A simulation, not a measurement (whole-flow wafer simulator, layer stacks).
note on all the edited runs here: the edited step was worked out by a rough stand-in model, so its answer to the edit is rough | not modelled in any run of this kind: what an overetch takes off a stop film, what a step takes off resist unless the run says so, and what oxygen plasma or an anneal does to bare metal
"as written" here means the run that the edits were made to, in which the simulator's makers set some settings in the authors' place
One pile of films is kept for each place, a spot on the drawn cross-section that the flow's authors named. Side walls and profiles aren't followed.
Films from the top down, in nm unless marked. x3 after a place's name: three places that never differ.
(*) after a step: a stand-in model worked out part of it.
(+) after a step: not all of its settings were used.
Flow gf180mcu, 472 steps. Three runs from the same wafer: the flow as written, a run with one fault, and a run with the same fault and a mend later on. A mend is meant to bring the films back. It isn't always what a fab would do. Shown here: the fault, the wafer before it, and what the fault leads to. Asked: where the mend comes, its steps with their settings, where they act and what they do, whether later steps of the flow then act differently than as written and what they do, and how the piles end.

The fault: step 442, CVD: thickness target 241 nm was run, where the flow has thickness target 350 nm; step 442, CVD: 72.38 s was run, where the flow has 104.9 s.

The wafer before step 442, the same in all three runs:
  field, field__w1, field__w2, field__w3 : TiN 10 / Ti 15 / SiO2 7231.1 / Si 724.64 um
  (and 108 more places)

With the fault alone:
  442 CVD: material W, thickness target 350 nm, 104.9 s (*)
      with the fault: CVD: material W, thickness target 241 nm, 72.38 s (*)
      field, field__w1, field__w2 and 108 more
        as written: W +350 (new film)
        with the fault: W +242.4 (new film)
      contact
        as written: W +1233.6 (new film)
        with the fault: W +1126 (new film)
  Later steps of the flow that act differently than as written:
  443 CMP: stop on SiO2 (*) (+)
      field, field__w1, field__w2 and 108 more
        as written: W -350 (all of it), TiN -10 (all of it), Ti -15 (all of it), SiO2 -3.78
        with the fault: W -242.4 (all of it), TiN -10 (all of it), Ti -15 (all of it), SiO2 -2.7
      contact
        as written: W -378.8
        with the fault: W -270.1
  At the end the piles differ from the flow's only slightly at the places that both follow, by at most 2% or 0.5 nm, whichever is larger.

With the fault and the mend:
  The mend comes after step 442.
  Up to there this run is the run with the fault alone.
  442a CVD: material W, thickness target 109 nm, 32.67 s (the flow's step 442 once more, with other settings)
      field, field__w1, field__w2 and 109 more
        W +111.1
  No later step of the flow acts differently than as written, at any place that is followed, by more than 2% or 0.5 nm, whichever is larger.
  At the end the piles differ from the flow's only slightly at the places that both follow, by at most 2% or 0.5 nm, whichever is larger.
